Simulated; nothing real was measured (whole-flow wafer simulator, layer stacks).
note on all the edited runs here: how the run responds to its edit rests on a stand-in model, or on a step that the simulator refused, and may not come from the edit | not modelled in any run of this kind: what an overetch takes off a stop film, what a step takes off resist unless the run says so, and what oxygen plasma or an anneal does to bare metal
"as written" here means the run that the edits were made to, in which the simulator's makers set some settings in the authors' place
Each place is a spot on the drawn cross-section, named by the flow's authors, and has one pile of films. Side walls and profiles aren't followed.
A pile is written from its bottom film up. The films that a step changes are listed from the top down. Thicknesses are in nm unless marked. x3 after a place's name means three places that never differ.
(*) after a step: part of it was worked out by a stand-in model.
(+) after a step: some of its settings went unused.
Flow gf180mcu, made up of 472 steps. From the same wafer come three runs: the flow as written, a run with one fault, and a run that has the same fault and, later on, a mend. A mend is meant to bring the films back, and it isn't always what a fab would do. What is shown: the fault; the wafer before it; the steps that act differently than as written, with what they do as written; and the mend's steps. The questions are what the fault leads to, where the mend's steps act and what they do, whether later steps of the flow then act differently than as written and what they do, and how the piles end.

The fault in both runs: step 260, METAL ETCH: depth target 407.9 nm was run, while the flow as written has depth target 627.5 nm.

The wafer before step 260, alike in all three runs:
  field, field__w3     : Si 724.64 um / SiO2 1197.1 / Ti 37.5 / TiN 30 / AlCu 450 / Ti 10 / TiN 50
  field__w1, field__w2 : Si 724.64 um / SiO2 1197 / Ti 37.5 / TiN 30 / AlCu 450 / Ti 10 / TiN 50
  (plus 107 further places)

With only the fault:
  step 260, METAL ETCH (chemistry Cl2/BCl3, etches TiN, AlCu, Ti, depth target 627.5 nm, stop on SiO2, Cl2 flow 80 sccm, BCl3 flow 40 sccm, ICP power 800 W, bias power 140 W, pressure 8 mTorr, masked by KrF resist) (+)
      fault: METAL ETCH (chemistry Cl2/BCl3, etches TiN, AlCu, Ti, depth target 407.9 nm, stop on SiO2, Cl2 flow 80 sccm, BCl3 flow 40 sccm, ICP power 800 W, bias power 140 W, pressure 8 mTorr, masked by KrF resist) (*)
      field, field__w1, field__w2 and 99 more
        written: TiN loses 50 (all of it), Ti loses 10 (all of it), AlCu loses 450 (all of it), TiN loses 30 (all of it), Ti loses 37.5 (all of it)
        fault: TiN loses 50 (all of it), Ti loses 10 (all of it), AlCu loses 347.9
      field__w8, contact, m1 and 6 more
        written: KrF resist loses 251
        fault: KrF resist loses 163.2
  Later steps of the flow acting differently than as written:
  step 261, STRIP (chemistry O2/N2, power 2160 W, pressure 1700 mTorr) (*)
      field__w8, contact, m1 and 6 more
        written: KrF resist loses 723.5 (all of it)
        fault: KrF resist loses 811.4 (all of it)
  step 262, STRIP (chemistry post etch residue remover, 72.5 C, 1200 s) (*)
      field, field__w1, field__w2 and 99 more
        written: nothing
        fault: AlCu loses 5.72
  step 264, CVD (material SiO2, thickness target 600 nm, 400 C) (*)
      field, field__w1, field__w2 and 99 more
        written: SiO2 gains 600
        fault: SiO2 gains 600 (new film)
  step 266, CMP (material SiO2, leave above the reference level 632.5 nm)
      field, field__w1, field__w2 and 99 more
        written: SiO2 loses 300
        fault: SiO2 loses 463.9
  The piles end different from the flow's at field, field__w1, field__w2 and 100 more by more than 2% or 0.5 nm, whichever is larger.
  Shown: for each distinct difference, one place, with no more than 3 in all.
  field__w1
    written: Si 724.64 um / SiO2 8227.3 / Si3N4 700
    fault: Si 724.64 um / SiO2 1197 / Ti 37.5 / TiN 30 / AlCu 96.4 / SiO2 6866.4 / Si3N4 700
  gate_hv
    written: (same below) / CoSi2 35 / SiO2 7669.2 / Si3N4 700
    fault: (same below) / CoSi2 35 / SiO2 638.9 / Ti 37.5 / TiN 30 / AlCu 96.4 / SiO2 6866.4 / Si3N4 700
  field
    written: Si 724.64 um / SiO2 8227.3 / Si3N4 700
    fault: Si 724.64 um / SiO2 1197.1 / Ti 37.5 / TiN 30 / AlCu 96.4 / SiO2 6866.4 / Si3N4 700

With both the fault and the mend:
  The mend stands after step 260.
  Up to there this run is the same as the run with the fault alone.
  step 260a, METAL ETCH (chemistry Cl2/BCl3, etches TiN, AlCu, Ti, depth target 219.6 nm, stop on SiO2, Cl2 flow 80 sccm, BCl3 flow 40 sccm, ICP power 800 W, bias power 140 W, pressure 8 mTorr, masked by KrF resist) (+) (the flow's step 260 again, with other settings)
      field, field__w1, field__w2 and 99 more
        AlCu loses 102.1 (all of it), TiN loses 30 (all of it), Ti loses 37.5 (all of it)
      field__w8, contact, m1 and 6 more
        KrF resist loses 87.8
  Every later step of the flow that is run acts as written at every place that is followed.
  At every place that both follow, the piles at the end match the flow's.
